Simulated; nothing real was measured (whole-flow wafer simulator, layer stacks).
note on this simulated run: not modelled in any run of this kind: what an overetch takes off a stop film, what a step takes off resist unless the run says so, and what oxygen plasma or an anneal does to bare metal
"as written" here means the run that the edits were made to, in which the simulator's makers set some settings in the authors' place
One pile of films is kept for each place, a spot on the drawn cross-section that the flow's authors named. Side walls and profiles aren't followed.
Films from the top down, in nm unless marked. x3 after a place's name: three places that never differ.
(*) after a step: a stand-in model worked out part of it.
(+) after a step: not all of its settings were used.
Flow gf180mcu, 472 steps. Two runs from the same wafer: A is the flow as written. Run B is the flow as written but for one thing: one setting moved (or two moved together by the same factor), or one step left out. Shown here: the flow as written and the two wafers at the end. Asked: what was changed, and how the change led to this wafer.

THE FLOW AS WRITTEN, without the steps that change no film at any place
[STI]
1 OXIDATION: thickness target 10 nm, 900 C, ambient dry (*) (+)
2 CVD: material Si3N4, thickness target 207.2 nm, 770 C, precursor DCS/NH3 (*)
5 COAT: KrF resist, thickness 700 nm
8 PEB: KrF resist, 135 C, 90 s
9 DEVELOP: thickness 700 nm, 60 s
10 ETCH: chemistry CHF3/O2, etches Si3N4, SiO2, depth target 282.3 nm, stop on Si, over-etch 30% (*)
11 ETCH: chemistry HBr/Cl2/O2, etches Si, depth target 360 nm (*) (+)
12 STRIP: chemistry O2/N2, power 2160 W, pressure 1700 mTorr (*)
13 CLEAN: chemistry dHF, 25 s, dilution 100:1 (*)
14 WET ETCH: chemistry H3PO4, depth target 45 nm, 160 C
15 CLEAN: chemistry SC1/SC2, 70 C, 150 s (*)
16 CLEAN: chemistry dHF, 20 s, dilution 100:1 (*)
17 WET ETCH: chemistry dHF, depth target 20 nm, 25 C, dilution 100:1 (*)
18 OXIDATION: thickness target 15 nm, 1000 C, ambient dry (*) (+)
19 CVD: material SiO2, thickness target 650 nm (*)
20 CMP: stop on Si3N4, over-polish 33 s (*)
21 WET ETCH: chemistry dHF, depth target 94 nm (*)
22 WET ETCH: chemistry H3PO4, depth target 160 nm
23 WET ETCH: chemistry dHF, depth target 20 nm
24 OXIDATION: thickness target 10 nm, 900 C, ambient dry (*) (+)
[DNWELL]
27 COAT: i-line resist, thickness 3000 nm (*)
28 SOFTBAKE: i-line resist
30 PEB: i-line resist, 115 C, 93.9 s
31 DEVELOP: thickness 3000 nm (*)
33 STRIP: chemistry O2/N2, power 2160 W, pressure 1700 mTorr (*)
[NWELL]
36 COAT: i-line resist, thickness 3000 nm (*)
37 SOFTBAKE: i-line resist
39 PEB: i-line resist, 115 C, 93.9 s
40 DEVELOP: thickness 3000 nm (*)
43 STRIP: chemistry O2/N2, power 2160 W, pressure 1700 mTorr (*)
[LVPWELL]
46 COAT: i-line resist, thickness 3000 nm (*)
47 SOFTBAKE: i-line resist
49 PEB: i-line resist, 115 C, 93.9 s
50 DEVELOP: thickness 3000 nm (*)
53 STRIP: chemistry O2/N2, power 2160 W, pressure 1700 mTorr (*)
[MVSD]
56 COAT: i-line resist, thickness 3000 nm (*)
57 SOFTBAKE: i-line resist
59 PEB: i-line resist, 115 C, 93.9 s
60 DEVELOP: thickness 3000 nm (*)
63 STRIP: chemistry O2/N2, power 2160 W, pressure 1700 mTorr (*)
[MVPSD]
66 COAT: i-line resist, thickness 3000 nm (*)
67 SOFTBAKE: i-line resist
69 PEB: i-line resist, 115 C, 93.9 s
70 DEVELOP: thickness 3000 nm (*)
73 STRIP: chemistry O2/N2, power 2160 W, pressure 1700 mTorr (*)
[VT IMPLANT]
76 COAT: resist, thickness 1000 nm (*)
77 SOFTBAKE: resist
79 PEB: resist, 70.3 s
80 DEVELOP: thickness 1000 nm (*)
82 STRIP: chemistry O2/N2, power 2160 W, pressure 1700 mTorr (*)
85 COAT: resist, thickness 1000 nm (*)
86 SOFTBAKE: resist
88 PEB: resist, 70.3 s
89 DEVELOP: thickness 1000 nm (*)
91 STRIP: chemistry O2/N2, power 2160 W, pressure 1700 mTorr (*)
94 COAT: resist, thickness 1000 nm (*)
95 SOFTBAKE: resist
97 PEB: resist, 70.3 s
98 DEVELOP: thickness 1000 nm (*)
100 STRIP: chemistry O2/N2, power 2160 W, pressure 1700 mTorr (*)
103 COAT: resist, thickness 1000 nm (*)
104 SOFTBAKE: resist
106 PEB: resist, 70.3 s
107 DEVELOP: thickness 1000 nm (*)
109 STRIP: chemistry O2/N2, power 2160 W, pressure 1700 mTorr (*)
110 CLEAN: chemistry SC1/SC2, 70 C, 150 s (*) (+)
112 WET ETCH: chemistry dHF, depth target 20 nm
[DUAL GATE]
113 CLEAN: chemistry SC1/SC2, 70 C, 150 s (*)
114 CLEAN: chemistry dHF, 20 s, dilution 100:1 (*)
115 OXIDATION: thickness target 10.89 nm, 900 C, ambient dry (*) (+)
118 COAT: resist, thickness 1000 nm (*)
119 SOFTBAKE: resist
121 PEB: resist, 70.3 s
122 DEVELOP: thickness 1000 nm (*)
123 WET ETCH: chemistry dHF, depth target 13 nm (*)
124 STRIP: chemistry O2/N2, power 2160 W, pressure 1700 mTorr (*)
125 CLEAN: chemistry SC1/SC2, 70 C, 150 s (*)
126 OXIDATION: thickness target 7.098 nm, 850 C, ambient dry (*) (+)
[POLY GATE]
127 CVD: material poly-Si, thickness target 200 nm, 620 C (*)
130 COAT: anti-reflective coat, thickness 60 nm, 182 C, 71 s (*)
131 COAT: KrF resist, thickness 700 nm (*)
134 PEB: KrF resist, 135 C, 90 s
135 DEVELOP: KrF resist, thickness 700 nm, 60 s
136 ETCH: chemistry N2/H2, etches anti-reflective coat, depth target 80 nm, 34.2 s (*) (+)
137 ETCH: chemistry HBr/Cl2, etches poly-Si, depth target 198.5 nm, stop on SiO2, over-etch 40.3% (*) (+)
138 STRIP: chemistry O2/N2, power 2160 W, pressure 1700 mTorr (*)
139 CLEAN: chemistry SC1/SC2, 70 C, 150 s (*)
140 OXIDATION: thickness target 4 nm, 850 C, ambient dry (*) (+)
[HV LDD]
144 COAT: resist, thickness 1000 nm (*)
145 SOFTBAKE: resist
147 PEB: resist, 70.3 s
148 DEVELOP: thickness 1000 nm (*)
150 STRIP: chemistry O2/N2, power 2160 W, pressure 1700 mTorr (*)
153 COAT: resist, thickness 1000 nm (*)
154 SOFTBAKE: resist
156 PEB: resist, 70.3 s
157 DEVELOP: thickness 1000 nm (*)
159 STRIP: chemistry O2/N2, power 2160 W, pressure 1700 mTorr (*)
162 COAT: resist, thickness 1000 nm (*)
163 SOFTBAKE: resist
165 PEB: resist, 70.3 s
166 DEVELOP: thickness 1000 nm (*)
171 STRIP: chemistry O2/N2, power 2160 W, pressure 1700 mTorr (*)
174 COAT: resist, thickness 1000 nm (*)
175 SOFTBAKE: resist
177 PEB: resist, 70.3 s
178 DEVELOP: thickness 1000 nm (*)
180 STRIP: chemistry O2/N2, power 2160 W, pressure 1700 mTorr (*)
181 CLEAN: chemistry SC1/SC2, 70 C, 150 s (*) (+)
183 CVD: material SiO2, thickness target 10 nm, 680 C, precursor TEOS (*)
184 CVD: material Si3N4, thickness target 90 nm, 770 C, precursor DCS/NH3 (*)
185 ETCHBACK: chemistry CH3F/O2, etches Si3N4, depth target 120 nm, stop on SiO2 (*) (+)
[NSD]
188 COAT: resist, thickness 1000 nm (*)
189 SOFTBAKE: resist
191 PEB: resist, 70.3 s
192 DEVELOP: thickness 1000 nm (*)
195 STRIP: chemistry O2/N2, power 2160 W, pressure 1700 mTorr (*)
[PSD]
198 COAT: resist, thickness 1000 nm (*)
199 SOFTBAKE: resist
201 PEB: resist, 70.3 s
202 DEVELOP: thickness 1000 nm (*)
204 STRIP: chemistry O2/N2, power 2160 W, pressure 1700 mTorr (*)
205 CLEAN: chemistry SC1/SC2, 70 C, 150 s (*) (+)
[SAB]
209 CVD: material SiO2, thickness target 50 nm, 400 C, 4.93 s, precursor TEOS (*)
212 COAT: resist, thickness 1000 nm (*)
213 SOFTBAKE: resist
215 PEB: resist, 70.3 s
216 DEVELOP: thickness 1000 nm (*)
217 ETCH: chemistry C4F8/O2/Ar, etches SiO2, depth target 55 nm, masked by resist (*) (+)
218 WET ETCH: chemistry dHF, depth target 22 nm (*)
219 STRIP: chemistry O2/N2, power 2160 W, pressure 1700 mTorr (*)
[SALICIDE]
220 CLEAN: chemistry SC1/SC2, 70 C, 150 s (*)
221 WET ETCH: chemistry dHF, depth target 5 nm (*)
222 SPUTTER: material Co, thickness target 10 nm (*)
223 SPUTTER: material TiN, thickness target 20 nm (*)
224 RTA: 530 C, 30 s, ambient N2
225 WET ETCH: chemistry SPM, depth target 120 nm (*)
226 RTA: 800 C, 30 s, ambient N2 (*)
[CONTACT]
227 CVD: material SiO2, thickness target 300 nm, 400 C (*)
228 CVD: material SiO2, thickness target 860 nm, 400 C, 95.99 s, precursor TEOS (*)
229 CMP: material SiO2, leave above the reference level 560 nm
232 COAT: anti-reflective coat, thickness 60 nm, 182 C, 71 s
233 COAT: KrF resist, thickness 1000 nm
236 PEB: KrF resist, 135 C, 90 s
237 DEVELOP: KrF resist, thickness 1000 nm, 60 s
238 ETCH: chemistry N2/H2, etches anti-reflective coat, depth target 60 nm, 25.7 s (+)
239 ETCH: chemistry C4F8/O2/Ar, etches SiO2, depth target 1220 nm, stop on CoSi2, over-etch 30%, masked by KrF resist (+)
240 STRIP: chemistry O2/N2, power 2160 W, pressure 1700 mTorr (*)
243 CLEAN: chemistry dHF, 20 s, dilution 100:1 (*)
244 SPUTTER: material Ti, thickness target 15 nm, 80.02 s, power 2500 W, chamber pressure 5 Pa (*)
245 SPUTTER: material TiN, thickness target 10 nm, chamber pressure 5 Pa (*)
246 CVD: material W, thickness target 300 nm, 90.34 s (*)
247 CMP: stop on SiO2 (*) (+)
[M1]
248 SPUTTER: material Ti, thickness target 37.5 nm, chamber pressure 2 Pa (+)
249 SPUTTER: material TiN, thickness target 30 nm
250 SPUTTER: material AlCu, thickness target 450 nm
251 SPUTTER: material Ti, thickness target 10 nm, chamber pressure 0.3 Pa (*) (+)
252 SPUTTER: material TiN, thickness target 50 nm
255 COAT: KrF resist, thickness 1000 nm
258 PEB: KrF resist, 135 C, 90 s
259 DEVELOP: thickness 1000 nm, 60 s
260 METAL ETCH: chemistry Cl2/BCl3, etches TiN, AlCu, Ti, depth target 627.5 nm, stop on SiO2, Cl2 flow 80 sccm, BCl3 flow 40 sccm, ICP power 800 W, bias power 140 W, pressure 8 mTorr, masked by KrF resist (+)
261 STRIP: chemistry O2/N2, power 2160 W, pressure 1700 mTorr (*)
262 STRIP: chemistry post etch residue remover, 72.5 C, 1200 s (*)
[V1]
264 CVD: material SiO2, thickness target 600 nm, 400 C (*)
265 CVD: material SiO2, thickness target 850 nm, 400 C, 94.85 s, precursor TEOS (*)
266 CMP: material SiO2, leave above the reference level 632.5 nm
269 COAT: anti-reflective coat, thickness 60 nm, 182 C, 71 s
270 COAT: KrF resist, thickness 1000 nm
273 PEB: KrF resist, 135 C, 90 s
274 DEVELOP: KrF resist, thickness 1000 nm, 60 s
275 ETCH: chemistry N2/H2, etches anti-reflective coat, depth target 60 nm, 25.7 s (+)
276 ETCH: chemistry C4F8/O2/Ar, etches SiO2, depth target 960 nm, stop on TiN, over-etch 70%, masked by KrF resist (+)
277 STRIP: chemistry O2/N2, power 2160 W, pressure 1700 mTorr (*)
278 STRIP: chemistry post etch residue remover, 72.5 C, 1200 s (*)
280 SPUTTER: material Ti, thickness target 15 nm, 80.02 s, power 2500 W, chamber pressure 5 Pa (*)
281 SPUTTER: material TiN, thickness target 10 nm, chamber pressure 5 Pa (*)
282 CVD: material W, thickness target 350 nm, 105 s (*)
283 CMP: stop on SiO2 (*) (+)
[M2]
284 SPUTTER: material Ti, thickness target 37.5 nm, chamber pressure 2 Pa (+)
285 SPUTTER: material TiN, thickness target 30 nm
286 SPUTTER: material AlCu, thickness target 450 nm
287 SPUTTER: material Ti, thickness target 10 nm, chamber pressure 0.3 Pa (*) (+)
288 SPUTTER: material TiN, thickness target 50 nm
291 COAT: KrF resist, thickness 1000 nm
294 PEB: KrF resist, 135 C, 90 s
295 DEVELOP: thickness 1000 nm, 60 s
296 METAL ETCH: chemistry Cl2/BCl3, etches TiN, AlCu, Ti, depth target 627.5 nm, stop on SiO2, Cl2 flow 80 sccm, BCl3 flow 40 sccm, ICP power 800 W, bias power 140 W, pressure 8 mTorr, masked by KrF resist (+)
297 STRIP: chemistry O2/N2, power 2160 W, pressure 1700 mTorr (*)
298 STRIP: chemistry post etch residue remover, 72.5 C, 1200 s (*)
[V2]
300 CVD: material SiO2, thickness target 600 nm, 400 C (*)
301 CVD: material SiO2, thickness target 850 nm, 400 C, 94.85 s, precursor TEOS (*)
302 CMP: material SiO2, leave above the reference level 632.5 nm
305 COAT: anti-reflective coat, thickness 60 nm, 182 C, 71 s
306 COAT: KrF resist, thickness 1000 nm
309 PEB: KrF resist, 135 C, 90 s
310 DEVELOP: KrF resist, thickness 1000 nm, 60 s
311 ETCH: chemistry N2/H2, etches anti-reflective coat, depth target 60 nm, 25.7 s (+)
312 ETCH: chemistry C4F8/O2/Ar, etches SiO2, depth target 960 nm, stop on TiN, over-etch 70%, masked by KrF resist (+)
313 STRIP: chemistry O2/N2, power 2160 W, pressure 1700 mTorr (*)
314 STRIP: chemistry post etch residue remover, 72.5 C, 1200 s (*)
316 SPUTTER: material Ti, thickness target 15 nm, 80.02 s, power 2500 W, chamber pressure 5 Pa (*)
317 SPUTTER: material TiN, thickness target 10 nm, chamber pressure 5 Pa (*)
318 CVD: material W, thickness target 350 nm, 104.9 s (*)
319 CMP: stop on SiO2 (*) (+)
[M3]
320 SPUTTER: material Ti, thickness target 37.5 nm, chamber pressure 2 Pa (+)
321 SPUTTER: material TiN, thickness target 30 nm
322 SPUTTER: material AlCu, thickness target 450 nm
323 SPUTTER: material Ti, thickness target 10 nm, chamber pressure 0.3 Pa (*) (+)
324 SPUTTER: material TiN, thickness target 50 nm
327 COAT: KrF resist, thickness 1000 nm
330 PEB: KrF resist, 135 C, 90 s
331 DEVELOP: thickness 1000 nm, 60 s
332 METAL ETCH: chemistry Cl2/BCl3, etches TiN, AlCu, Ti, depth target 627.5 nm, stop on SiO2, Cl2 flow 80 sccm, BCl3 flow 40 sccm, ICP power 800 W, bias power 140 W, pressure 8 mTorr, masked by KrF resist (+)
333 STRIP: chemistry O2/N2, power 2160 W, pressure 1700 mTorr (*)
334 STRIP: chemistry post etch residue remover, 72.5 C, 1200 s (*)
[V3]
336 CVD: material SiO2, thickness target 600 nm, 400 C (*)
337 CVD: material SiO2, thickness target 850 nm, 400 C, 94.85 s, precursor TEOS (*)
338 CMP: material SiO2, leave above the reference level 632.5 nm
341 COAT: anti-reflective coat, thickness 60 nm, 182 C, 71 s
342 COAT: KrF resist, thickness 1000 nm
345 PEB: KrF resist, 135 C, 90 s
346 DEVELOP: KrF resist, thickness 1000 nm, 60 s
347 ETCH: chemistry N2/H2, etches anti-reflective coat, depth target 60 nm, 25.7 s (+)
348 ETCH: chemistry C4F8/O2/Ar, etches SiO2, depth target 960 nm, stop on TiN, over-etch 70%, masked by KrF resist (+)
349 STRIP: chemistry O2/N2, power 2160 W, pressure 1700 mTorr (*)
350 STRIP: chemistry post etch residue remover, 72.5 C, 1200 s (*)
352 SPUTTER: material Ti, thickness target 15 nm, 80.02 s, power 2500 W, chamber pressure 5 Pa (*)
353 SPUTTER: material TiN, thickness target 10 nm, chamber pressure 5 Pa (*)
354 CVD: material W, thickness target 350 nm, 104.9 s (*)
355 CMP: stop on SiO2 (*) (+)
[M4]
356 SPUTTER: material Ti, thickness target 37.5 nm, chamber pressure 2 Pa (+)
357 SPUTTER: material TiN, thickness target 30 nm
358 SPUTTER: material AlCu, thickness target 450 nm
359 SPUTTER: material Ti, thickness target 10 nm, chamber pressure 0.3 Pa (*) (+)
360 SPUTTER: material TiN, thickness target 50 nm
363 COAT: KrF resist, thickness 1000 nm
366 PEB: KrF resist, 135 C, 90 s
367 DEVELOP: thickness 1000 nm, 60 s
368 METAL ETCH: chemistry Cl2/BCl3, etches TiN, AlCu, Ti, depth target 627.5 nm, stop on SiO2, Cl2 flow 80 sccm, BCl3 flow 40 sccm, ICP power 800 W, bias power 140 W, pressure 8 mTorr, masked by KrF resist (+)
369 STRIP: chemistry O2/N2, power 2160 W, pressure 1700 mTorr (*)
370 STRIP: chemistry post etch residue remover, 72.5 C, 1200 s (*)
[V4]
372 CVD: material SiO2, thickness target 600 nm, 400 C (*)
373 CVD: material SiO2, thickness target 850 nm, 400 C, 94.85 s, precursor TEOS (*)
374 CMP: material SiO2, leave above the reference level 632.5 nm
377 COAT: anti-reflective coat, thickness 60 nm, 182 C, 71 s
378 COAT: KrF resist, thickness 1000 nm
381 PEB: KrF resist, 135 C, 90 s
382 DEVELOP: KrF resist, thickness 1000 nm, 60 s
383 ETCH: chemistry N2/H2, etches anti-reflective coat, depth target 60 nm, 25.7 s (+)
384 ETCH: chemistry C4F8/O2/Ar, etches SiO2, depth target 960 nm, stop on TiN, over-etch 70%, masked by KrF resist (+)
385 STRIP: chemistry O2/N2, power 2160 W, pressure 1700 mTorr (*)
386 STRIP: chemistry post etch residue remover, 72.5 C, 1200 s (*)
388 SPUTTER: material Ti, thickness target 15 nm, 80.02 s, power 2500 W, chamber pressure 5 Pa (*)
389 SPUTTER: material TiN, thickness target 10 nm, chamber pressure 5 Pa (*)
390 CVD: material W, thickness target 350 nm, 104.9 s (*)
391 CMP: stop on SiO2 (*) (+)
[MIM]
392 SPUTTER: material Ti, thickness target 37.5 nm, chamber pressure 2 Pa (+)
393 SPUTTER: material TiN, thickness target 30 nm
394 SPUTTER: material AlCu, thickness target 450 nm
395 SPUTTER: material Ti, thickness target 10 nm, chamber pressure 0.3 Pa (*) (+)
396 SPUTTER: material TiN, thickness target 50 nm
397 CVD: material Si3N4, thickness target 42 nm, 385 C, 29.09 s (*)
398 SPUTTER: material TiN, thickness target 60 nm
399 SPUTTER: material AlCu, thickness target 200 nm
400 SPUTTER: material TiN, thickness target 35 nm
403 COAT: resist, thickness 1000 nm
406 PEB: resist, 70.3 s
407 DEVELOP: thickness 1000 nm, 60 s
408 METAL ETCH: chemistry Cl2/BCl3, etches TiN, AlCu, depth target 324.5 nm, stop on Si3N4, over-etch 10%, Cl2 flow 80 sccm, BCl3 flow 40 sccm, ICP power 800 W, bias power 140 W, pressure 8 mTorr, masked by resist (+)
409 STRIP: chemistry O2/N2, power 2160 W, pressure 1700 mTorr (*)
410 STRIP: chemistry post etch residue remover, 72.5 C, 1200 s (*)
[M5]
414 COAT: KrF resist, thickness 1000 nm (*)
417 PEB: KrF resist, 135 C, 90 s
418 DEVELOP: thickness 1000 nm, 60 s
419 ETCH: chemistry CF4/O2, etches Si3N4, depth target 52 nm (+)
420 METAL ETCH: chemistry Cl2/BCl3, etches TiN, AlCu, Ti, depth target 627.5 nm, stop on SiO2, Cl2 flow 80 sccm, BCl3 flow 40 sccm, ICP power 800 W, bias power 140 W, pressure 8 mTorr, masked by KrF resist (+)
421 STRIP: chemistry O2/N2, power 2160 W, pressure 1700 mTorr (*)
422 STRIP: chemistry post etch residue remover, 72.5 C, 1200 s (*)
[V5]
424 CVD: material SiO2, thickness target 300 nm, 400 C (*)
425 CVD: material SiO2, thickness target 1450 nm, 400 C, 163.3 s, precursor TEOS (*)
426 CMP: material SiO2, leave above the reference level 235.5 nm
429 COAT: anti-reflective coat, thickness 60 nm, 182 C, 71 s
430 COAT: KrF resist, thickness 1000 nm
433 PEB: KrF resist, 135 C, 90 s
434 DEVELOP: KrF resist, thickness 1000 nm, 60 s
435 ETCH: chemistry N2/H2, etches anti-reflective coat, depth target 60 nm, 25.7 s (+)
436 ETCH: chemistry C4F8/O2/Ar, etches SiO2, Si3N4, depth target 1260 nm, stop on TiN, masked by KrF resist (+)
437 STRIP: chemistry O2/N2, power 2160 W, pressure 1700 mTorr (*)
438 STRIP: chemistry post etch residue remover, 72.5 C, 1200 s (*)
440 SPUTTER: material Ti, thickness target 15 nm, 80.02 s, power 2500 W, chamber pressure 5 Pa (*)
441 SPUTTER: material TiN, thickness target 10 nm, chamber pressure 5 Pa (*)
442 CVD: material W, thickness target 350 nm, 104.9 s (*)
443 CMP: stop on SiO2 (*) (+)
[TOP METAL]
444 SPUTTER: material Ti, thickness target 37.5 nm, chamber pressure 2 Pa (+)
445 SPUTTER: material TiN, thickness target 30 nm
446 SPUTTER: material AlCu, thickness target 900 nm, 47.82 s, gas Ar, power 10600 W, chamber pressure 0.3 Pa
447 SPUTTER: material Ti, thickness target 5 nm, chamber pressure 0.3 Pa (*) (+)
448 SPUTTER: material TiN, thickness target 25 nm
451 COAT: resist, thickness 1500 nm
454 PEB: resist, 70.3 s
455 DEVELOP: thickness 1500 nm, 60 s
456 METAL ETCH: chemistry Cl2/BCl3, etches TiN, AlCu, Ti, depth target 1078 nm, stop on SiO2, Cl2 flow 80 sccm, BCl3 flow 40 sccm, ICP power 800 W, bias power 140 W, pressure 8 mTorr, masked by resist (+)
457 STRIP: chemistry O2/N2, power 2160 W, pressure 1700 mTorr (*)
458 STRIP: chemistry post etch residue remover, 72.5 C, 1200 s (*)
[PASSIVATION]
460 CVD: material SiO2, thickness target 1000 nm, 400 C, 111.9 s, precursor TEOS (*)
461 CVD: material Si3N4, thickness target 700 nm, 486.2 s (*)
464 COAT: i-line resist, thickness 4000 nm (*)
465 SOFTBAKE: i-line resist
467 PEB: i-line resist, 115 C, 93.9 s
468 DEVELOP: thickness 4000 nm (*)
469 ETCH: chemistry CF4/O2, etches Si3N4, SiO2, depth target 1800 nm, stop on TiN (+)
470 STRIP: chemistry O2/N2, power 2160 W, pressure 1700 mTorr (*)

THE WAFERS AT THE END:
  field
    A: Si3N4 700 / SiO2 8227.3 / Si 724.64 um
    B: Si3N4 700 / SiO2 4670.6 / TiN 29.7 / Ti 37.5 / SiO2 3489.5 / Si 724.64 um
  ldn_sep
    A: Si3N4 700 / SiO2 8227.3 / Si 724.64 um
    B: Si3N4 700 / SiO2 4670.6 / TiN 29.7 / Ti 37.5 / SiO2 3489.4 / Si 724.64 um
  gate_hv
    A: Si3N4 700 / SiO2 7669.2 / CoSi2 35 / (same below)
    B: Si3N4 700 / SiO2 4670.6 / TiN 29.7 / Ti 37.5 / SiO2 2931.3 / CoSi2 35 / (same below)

The cause: step 332, METAL ETCH: depth target 508.3 nm was run, where the flow has depth target 627.5 nm.

How the change led to this, step by step:
  332 METAL ETCH: chemistry Cl2/BCl3, etches TiN, AlCu, Ti, depth target 627.5 nm, stop on SiO2, Cl2 flow 80 sccm, BCl3 flow 40 sccm, ICP power 800 W, bias power 140 W, pressure 8 mTorr, masked by KrF resist (+)
      field, field__w1, field__w2 and 103 more: A TiN -50 (all of it), Ti -10 (all of it), AlCu -450 (all of it), TiN -30 (all of it), Ti -37.5 (all of it) | B TiN -50 (all of it), Ti -10 (all of it), AlCu -448.3
      field__w8, contact, m1, m1__w1, m1_nw: A KrF resist -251 | B KrF resist -203.3
  333 STRIP: chemistry O2/N2, power 2160 W, pressure 1700 mTorr (*)
      field__w8, contact, m1, m1__w1, m1_nw: A KrF resist -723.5 (all of it) | B KrF resist -771.2 (all of it)
  334 STRIP: chemistry post etch residue remover, 72.5 C, 1200 s (*)
      field, field__w1, field__w2 and 103 more: A nothing | B AlCu -1.7 (all of it), TiN -0.3
  336 CVD: material SiO2, thickness target 600 nm, 400 C (*)
      field, field__w1, field__w2 and 103 more: A SiO2 +600 | B SiO2 +600 (new film)
  338 CMP: material SiO2, leave above the reference level 632.5 nm
      field, field__w1, field__w2 and 103 more: A SiO2 -300 | B SiO2 -367.2
Counting metal films that touch as one body, field has 1 body; the flow as written gives 0 bodies.
Counting metal films that touch as one body, ldn_sep has 1 body; the flow as written gives 0 bodies.
Counting metal films that touch as one body, gate_hv has 2 bodies (between them, from the top down: SiO2 2931.3); the flow as written gives 1 body.
